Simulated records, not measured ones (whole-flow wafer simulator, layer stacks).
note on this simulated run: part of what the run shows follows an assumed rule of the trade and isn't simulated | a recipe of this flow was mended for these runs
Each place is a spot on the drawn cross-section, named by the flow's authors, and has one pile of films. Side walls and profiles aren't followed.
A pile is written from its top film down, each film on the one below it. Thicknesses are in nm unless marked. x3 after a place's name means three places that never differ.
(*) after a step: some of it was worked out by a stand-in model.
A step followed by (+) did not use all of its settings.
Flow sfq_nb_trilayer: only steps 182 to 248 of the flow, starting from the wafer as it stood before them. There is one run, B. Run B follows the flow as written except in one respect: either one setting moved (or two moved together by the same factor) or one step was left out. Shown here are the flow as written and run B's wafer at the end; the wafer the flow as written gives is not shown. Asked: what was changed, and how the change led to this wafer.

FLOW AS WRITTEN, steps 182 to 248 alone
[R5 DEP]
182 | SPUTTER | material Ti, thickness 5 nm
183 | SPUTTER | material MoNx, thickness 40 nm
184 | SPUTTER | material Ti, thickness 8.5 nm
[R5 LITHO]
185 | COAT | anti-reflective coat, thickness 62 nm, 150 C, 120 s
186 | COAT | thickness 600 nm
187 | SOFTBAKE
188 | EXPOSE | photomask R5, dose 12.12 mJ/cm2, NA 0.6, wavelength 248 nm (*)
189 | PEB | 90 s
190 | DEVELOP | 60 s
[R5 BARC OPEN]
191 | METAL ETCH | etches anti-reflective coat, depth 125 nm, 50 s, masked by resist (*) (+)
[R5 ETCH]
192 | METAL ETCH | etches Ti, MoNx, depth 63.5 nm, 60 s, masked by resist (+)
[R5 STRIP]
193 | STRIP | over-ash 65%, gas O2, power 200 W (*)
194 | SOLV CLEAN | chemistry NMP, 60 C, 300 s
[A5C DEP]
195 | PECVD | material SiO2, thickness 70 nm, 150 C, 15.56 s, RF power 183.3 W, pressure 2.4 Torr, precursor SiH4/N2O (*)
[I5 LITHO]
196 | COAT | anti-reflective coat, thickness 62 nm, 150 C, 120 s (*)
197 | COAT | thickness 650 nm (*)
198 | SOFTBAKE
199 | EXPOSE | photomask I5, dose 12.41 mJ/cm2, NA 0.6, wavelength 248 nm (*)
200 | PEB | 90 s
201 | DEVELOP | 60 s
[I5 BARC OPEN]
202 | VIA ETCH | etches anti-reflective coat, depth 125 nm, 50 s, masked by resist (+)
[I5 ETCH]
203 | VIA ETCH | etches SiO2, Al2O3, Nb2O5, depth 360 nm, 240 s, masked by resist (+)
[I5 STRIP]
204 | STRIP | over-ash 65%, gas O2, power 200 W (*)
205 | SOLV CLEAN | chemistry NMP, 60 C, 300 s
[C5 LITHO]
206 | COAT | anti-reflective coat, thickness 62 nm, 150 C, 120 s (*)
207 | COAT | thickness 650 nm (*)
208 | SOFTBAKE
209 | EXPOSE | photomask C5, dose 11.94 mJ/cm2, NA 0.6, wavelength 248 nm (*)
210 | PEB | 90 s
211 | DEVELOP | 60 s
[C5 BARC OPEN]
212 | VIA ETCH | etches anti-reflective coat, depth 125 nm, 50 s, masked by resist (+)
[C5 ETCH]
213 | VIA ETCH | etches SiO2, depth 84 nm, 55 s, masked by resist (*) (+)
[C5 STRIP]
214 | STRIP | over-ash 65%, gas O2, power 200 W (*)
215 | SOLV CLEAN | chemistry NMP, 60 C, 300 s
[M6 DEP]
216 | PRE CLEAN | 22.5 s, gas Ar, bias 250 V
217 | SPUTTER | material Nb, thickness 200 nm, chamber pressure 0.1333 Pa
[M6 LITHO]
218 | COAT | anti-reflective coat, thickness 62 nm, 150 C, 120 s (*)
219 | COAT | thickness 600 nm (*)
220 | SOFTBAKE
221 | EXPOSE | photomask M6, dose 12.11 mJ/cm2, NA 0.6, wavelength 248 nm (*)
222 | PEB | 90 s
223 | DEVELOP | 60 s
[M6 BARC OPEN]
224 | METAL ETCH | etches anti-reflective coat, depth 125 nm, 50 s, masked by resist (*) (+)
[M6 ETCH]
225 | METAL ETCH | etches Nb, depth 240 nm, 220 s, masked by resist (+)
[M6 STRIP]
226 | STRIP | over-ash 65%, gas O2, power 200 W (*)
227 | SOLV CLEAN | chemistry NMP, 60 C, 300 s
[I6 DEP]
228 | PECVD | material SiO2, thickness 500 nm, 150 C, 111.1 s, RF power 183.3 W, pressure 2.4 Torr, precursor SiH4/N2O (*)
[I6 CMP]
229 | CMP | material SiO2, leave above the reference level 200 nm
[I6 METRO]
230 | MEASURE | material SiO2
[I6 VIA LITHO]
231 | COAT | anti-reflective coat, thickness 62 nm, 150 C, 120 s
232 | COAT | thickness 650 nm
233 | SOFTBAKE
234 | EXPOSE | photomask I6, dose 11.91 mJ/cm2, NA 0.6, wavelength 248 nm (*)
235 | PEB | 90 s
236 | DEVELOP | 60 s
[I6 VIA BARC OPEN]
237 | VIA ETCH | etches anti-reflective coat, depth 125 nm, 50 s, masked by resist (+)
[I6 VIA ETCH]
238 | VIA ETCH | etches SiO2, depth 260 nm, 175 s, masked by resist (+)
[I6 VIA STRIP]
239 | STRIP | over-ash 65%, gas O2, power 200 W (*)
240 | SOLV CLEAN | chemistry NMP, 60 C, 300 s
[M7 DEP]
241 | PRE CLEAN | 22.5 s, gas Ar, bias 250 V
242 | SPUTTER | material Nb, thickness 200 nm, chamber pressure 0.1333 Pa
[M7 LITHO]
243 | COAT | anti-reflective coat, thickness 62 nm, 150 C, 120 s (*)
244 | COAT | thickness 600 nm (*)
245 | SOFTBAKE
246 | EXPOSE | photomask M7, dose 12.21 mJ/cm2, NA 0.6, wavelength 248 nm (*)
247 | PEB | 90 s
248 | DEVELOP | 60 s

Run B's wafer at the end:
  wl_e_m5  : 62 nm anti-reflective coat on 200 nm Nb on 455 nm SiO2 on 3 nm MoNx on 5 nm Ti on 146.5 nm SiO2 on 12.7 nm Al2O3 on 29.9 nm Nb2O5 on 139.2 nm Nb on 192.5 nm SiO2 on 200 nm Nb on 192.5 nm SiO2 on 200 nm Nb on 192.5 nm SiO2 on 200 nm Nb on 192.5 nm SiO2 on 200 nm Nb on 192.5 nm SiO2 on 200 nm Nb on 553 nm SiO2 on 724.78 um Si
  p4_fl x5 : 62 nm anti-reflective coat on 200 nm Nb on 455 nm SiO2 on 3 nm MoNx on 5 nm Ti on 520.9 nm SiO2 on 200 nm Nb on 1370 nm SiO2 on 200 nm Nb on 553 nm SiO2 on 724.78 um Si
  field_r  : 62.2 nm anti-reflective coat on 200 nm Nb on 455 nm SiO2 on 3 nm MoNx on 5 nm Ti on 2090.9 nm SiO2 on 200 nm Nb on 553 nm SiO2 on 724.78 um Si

What caused this: step 183, SPUTTER: thickness 58 nm was run, while the flow as written has thickness 40 nm.

The path from the change to this, step by step:
  183 | SPUTTER | material MoNx, thickness 40 nm
      field_l, v_sur, via_wl and 103 more: +58 MoNx (new film) (in the flow as written it would be: +40 MoNx (new film))
  192 | METAL ETCH | etches Ti, MoNx, depth 63.5 nm, 60 s, masked by resist (+)
      field_l, v_sur, via_wl and 92 more: -8.5 Ti (all of it), -55 MoNx (in the flow as written it would be: -8.5 Ti (all of it), -40 MoNx (all of it), -5 Ti (all of it), -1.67 SiO2)
      ce_l, c5j, ce_r, wl_jj: -8.5 Ti (all of it), -55 MoNx (in the flow as written it would be: -8.5 Ti (all of it), -40 MoNx (all of it), -5 Ti (all of it), -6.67 Nb)
  195 | PECVD | material SiO2, thickness 70 nm, 150 C, 15.56 s, RF power 183.3 W, pressure 2.4 Torr, precursor SiH4/N2O (*)
      field_l, v_sur, via_wl and 92 more: +70 SiO2 (new film) (in the flow as written it would be: +70 SiO2)
  196 | COAT | anti-reflective coat, thickness 62 nm, 150 C, 120 s (*)
      r5r_line_l, r5r_line_c, r5r_line_r: +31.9 anti-reflective coat (new film) (in the flow as written it would be: +35.5 anti-reflective coat (new film))
      wl_j_sl, wl_j_sr: +62 anti-reflective coat (new film) (in the flow as written it would be: +60.5 anti-reflective coat (new film))
      (and at 9 other places as well)
  203 | VIA ETCH | etches SiO2, Al2O3, Nb2O5, depth 360 nm, 240 s, masked by resist (+)
      be: -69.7 SiO2 (all of it), -3 MoNx (all of it) (in the flow as written it would be: -214.5 SiO2 (all of it), -12.7 Al2O3 (all of it), -29.9 Nb2O5 (all of it), -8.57 Nb)
  204 | STRIP | over-ash 65%, gas O2, power 200 W (*)
      r5r_line_l, r5r_line_c, r5r_line_r: -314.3 KrF-resist-other-grade (all of it), -31.9 anti-reflective coat (all of it) (in the flow as written it would be: -314.5 KrF-resist-other-grade (all of it), -35.5 anti-reflective coat (all of it))
      wl_j_sl, wl_j_sr: -315.7 KrF-resist-other-grade (all of it), -62 anti-reflective coat (all of it) (in the flow as written it would be: -316.4 KrF-resist-other-grade (all of it), -60.5 anti-reflective coat (all of it))
      (and at 9 other places as well)
  206 | COAT | anti-reflective coat, thickness 62 nm, 150 C, 120 s (*)
      r5r_line_l, r5r_line_c, r5r_line_r: +31.9 anti-reflective coat (new film) (in the flow as written it would be: +35.5 anti-reflective coat (new film))
      wl_j_sl, wl_j_sr: +62 anti-reflective coat (new film) (in the flow as written it would be: +60.5 anti-reflective coat (new film))
      (and at 17 other places as well)
  207 | COAT | thickness 650 nm (*)
      be: +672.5 KrF-resist-other-grade (new film) (in the flow as written it would be: +815 KrF-resist-other-grade (new film))
      gap: +654.3 KrF-resist-other-grade (new film) (in the flow as written it would be: +641 KrF-resist-other-grade (new film))
  212 | VIA ETCH | etches anti-reflective coat, depth 125 nm, 50 s, masked by resist (+)
      c5j: -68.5 anti-reflective coat (all of it), -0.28 SiO2 (in the flow as written it would be: -73.7 anti-reflective coat (all of it), -0.26 SiO2)
  213 | VIA ETCH | etches SiO2, depth 84 nm, 55 s, masked by resist (*) (+)
      c5j: -69.7 SiO2 (all of it), -3 MoNx (all of it) (in the flow as written it would be: -69.7 SiO2 (all of it), -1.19 Nb)
  214 | STRIP | over-ash 65%, gas O2, power 200 W (*)
      r5r_line_l, r5r_line_c, r5r_line_r: -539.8 KrF-resist-other-grade (all of it), -31.9 anti-reflective coat (all of it) (in the flow as written it would be: -540 KrF-resist-other-grade (all of it), -35.5 anti-reflective coat (all of it))
      wl_j_sl, wl_j_sr: -541.2 KrF-resist-other-grade (all of it), -62 anti-reflective coat (all of it) (in the flow as written it would be: -541.9 KrF-resist-other-grade (all of it), -60.5 anti-reflective coat (all of it))
      (and at 16 other places as well)
  216 | PRE CLEAN | 22.5 s, gas Ar, bias 250 V
      be, c5j: -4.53 Ti (in the flow as written it would be: -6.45 Nb)
  217 | SPUTTER | material Nb, thickness 200 nm, chamber pressure 0.1333 Pa
      be: +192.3 Nb (new film) (in the flow as written it would be: +145.8 Nb)
      c5j: +188.5 Nb (new film) (in the flow as written it would be: +188.4 Nb)
  218 | COAT | anti-reflective coat, thickness 62 nm, 150 C, 120 s (*)
      r5r_line_l, r5r_line_c, r5r_line_r: +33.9 anti-reflective coat (new film) (in the flow as written it would be: +37.1 anti-reflective coat (new film))
      wl_j_sl, wl_j_sr: +62 anti-reflective coat (new film) (in the flow as written it would be: +60.5 anti-reflective coat (new film))
      (and at 19 other places as well)
  219 | COAT | thickness 600 nm (*)
      via_v: +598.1 KrF-resist-other-grade (new film) (in the flow as written it would be: +584.1 KrF-resist-other-grade (new film))
      be: +620 KrF-resist-other-grade (new film) (in the flow as written it would be: +795.2 KrF-resist-other-grade (new film))
      (and at 1 other place as well)
  223 | DEVELOP | 60 s
      gap: -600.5 KrF-resist-other-grade (all of it) (in the flow as written it would be: -584.6 KrF-resist-other-grade (all of it))
  ... another 3 steps ...
  229 | CMP | material SiO2, leave above the reference level 200 nm
      r5r_line_l, r5r_spacepad_l, r5r_spacepad_r, r5r_line_c, r5r_line_r: -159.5 SiO2 (in the flow as written it would be: -151.2 SiO2)
      be_r, r_sur, r_end: -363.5 SiO2 (in the flow as written it would be: -355.2 SiO2)
      (and at 3 other places as well)
Taking metal films that touch as one body, wl_e_m5 has 8 bodies (between them, from the top down: SiO2 455; SiO2 146.5 / Al2O3 12.7 / Nb2O5 29.9; SiO2 192.5; SiO2 192.5; SiO2 192.5; SiO2 192.5; SiO2 192.5); the flow as written gives 7 bodies (between them, from the top down: SiO2 599.8 / Al2O3 12.7 / Nb2O5 29.9; SiO2 192.5; SiO2 192.5; SiO2 192.5; SiO2 192.5; SiO2 192.5).
Taking metal films that touch as one body, p4_fl x5 has 4 bodies (between them, from the top down: SiO2 455; SiO2 520.9; SiO2 1370); the flow as written gives 3 bodies (between them, from the top down: SiO2 974.2; SiO2 1370).
Taking metal films that touch as one body, field_r has 3 bodies (between them, from the top down: SiO2 455; SiO2 2090.9); the flow as written gives 2 bodies (between them, from the top down: SiO2 2544.2).
